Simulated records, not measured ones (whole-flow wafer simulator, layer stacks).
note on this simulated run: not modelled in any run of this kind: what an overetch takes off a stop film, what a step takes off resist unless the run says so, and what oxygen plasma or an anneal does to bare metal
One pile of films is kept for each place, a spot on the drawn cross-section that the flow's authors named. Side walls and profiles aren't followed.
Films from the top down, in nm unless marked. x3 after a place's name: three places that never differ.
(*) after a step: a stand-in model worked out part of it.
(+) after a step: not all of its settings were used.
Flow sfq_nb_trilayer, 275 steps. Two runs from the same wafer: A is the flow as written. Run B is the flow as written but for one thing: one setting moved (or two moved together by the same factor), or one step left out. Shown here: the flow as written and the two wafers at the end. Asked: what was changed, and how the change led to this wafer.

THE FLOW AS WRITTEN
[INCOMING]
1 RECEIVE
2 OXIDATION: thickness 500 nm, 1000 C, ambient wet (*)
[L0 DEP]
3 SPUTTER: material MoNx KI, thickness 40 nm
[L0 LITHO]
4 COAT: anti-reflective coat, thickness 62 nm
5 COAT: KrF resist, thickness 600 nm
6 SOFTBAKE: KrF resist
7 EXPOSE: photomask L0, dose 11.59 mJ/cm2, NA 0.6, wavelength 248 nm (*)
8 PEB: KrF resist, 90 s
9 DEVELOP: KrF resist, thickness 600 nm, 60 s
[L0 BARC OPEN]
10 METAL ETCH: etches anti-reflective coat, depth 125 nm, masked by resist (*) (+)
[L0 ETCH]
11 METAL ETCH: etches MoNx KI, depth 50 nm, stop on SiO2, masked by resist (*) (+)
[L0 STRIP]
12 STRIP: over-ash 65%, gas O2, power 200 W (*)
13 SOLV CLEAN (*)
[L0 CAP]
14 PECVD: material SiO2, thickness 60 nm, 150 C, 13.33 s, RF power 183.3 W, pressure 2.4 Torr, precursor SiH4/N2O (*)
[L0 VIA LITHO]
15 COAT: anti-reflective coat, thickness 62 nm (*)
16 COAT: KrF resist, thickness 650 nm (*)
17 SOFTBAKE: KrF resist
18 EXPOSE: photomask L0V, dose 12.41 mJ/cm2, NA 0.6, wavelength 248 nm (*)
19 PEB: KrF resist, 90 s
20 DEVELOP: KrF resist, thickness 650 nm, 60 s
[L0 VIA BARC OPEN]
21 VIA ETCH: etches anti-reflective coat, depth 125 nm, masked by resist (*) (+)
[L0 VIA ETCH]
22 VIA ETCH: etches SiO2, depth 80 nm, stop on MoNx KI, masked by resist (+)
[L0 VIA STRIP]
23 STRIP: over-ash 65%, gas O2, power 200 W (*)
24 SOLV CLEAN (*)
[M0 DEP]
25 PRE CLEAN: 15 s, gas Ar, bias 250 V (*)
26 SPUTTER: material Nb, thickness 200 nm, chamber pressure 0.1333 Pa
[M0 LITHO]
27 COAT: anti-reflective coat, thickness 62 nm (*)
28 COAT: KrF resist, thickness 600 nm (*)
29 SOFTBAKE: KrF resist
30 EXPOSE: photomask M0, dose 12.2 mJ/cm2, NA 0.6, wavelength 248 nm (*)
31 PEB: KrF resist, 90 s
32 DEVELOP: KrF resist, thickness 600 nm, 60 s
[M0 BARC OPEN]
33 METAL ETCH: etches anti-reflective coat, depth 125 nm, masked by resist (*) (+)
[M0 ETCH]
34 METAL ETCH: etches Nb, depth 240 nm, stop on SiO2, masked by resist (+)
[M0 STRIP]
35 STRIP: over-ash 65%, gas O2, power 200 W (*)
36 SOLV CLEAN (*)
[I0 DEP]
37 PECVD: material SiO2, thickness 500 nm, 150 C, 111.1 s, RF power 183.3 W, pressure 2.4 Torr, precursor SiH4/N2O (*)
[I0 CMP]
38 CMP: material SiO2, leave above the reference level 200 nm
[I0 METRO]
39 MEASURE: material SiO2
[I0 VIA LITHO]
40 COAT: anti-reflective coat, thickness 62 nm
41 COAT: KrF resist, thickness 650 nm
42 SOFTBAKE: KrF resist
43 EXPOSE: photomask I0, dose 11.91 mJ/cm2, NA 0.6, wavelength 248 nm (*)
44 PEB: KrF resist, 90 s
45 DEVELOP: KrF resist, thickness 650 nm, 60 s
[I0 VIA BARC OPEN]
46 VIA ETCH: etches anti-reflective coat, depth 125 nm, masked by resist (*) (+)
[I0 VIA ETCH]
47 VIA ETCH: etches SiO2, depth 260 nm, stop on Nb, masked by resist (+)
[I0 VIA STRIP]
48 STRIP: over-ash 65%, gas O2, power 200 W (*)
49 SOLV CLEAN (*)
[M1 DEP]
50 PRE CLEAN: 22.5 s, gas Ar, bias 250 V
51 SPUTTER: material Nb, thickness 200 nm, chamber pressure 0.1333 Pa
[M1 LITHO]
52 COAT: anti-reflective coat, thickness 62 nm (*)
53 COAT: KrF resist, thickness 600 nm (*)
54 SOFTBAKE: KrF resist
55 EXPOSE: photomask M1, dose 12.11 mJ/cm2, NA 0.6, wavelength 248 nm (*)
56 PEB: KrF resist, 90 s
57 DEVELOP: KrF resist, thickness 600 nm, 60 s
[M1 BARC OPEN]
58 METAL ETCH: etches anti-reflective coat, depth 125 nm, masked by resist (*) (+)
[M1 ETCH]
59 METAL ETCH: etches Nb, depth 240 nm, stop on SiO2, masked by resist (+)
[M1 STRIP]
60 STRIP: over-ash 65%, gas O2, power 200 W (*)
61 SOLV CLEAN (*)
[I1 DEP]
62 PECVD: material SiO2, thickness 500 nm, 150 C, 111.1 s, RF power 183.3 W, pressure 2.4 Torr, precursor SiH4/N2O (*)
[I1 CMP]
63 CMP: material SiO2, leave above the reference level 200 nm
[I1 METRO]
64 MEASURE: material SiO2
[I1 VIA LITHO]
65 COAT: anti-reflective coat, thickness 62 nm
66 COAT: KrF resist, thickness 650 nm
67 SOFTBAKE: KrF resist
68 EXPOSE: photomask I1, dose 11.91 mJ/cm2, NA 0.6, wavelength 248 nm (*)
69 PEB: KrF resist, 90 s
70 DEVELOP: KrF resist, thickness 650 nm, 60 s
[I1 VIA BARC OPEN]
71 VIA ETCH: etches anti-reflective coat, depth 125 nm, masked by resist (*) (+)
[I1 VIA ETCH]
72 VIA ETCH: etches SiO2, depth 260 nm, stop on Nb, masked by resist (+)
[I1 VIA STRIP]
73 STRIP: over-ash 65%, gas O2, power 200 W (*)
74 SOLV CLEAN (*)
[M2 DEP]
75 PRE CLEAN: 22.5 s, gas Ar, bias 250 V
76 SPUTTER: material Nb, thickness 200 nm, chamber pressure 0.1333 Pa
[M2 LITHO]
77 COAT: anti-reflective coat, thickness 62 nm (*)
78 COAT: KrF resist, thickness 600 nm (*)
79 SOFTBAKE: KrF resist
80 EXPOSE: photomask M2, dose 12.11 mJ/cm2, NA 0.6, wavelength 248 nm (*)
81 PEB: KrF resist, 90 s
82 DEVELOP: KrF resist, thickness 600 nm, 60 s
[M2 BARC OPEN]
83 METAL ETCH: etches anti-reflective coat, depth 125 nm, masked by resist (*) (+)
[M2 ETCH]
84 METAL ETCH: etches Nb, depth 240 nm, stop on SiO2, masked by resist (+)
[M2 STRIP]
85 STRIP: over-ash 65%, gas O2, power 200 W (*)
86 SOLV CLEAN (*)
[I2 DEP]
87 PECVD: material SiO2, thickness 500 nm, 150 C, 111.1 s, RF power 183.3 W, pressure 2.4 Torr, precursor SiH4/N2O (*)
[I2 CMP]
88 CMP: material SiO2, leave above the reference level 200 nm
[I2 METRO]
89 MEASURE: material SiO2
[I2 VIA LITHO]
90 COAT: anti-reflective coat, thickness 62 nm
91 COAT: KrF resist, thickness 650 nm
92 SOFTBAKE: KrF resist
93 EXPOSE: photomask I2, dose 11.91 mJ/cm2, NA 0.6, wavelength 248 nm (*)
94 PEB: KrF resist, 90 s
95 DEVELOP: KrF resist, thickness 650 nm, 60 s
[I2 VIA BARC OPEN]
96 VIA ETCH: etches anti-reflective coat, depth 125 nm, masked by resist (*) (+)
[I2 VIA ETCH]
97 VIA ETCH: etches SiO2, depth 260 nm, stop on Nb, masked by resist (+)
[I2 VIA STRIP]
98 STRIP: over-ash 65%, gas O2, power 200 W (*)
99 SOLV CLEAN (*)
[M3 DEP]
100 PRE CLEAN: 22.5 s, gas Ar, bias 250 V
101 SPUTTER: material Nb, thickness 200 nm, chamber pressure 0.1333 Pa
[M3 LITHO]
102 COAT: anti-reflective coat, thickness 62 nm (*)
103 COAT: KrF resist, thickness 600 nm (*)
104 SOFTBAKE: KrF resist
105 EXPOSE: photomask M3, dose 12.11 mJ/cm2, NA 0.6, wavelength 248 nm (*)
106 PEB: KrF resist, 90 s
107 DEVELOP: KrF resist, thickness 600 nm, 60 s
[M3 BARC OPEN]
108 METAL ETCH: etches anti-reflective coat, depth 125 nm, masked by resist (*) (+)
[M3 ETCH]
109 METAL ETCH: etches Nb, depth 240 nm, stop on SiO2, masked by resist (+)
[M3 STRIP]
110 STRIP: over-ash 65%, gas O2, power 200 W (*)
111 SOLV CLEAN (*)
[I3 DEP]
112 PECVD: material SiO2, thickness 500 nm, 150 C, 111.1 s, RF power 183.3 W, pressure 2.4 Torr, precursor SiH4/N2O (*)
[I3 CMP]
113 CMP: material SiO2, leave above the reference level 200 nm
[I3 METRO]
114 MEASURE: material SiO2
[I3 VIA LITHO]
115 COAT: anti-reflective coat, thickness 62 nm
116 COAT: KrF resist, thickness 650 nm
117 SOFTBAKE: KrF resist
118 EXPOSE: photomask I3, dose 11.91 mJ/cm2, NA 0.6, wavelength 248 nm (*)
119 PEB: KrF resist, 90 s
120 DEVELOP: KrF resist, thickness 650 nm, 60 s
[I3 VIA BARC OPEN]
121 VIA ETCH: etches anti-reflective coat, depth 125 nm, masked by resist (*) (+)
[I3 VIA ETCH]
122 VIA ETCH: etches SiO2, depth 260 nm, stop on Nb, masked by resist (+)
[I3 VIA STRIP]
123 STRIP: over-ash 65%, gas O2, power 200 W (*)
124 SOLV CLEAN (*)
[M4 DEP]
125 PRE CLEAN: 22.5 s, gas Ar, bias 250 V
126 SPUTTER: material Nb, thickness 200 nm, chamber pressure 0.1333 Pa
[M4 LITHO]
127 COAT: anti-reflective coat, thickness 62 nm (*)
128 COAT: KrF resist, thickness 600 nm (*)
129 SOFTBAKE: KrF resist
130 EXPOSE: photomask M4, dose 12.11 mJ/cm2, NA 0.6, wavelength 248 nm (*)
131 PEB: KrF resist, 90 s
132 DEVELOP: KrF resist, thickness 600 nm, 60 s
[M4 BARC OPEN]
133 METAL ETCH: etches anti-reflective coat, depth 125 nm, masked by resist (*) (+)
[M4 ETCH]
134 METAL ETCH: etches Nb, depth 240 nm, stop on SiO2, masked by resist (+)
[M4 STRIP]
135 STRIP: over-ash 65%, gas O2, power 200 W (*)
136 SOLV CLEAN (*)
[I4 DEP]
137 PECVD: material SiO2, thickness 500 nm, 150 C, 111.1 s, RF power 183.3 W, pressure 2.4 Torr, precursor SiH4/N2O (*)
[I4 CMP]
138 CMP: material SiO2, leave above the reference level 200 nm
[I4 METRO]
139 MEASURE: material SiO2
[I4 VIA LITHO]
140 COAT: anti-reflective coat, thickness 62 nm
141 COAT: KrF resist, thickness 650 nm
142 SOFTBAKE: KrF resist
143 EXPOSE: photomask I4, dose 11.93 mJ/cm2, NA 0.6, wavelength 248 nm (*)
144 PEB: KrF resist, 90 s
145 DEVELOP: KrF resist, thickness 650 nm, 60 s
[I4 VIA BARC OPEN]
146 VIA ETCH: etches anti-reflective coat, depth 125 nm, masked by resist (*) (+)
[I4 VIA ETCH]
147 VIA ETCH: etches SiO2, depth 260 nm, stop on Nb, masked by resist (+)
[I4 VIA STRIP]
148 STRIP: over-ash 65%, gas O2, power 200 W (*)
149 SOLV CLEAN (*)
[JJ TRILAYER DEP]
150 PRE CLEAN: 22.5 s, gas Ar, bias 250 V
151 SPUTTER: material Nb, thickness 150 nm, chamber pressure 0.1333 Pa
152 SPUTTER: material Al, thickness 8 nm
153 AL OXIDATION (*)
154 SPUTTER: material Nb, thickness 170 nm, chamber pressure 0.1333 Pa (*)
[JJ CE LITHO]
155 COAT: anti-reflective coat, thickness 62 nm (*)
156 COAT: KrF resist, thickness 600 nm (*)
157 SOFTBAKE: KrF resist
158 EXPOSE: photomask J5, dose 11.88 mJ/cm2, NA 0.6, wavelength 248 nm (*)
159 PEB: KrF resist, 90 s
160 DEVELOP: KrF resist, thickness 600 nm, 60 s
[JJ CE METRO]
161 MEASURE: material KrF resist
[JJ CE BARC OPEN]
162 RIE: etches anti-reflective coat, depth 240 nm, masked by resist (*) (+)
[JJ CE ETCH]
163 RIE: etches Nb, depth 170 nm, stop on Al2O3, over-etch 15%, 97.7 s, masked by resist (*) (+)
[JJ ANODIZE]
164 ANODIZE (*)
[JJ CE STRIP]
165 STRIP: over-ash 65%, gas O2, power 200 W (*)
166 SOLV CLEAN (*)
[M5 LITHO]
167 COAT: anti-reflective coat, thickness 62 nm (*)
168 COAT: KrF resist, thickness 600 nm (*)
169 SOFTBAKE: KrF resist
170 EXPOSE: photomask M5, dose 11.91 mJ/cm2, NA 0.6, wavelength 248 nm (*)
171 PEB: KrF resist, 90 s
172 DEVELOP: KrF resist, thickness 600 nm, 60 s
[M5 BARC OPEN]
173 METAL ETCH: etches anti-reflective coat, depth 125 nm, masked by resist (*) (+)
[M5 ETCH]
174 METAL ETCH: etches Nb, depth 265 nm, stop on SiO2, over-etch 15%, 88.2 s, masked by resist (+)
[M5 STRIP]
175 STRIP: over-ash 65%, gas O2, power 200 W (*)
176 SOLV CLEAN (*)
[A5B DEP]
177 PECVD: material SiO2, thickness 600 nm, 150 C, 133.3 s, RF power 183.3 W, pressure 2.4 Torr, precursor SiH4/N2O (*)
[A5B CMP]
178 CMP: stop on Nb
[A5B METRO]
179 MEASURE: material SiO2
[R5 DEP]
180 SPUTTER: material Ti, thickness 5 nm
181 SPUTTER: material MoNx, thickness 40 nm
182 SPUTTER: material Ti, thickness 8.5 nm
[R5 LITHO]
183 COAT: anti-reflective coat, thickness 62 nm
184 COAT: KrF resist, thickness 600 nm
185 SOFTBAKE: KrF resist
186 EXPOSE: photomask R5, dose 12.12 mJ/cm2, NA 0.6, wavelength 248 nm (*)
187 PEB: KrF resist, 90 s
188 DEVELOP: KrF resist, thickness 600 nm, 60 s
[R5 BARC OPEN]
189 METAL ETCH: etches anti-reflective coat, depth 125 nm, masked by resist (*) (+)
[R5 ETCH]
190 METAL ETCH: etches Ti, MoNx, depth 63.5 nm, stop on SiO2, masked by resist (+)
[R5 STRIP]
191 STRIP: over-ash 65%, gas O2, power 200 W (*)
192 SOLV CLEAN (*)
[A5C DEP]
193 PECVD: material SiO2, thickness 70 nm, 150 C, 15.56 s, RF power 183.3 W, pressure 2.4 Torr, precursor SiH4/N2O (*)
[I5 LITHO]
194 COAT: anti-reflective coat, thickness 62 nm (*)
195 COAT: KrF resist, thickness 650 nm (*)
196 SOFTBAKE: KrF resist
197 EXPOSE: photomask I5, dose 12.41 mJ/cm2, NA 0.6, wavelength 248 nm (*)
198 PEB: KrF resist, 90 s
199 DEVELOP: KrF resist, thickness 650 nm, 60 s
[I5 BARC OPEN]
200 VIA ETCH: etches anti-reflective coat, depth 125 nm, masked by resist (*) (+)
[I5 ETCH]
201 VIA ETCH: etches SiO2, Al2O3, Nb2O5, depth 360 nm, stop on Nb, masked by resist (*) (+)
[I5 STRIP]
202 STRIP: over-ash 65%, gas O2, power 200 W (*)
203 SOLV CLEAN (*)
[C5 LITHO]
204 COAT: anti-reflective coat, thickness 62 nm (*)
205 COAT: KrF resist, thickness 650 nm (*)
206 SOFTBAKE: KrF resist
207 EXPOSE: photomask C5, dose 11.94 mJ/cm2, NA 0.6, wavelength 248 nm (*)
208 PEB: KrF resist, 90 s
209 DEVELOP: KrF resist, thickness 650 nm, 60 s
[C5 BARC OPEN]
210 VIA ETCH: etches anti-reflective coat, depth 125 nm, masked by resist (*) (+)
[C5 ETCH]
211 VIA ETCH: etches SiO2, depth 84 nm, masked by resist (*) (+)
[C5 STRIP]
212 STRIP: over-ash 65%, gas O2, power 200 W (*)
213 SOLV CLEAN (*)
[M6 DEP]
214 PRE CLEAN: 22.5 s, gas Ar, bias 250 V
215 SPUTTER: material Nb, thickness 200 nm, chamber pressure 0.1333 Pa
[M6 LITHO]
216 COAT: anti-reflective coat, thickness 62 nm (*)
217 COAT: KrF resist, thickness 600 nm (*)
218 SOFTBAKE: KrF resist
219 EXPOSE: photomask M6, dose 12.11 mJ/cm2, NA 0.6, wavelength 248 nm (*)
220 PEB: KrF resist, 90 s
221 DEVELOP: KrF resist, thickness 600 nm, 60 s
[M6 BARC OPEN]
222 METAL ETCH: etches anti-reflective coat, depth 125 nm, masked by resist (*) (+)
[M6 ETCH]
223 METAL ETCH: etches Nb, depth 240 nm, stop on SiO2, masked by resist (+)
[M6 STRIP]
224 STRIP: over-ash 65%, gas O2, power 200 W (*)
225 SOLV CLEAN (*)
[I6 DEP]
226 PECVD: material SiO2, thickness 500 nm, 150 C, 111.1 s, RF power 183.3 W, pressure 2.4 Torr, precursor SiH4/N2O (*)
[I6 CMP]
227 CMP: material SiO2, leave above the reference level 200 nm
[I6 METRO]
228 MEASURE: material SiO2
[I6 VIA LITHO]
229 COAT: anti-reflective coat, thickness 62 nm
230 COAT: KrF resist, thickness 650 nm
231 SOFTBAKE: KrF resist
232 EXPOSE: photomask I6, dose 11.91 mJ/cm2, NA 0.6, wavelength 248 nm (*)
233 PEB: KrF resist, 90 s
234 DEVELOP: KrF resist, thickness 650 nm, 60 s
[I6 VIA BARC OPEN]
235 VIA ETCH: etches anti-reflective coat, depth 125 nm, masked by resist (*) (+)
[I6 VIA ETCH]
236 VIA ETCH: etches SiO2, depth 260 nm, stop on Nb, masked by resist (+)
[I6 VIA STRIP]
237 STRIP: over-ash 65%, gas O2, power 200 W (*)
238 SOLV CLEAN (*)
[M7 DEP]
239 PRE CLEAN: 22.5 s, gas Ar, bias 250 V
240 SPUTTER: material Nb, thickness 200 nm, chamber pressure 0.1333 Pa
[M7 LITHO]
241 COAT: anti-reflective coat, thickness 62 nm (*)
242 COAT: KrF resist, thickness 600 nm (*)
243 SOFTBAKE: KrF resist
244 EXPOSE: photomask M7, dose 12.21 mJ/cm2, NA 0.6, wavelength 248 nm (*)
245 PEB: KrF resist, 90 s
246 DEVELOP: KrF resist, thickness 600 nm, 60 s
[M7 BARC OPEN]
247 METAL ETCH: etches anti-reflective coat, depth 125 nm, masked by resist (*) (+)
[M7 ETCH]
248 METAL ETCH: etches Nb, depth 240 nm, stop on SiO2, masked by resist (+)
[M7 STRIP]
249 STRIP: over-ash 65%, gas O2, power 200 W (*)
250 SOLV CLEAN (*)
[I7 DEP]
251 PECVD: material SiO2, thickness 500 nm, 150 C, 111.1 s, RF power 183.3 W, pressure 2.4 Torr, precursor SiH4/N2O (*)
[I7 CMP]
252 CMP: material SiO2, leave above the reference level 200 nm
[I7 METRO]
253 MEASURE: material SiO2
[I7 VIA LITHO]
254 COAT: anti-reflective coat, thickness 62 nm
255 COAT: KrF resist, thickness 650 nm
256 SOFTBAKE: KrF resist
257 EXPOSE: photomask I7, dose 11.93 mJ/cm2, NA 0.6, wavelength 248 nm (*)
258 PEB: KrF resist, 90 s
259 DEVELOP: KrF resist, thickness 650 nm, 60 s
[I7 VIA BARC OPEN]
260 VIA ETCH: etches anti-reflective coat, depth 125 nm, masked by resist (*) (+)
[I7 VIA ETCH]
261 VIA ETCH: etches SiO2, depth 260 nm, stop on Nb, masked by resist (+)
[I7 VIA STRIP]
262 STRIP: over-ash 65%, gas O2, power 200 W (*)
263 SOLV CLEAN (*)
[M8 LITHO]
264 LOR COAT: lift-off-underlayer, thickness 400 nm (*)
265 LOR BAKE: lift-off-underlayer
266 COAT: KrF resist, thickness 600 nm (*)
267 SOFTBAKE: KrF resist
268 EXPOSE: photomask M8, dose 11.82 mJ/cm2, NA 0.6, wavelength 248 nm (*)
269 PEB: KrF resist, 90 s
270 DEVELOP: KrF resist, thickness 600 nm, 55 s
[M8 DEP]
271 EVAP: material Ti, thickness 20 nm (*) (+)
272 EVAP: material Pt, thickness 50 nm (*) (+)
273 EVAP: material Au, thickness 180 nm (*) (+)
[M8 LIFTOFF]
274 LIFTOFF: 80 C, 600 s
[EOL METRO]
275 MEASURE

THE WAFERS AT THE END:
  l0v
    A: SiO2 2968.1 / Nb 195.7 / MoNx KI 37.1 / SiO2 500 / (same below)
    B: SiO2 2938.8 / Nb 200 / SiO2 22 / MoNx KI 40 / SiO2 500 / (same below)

The cause: step 22, VIA ETCH: depth 32.8 nm was run, where the flow has depth 80 nm.

How the change led to this, step by step:
  22 VIA ETCH: etches SiO2, depth 80 nm, stop on MoNx KI, masked by resist (+)
      l0v: A SiO2 -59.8 (all of it) | B SiO2 -32.8
      field_l, v_sur, via_wl and 102 more: A KrF resist -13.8 | B KrF resist -5.66
  25 PRE CLEAN: 15 s, gas Ar, bias 250 V (*)
      l0v: A MoNx KI -2.91 | B SiO2 -5
  26 SPUTTER: material Nb, thickness 200 nm, chamber pressure 0.1333 Pa
      l0v: A Nb +195.7 (new film) | B Nb +200 (new film)
  27 COAT: anti-reflective coat, thickness 62 nm (*)
      l0_sur: A anti-reflective coat +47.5 (new film) | B anti-reflective coat +50.3 (new film)
      l0v: A anti-reflective coat +78 (new film) | B anti-reflective coat +70.2 (new film)
  28 COAT: KrF resist, thickness 600 nm (*)
      l0v: A KrF resist +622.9 (new film) | B KrF resist +607.4 (new film)
  35 STRIP: over-ash 65%, gas O2, power 200 W (*)
      l0_sur: A KrF resist -372 (all of it), anti-reflective coat -47.5 (all of it) | B KrF resist -373.5 (all of it), anti-reflective coat -50.3 (all of it)
      l0v: A KrF resist -405.3 (all of it), anti-reflective coat -78 (all of it) | B KrF resist -389.7 (all of it), anti-reflective coat -70.2 (all of it)
  38 CMP: material SiO2, leave above the reference level 200 nm
      l0v: A SiO2 -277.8 | B SiO2 -307
Counting metal films that touch as one body, l0v has 2 bodies (between them, from the top down: SiO2 22); the flow as written gives 1 body.
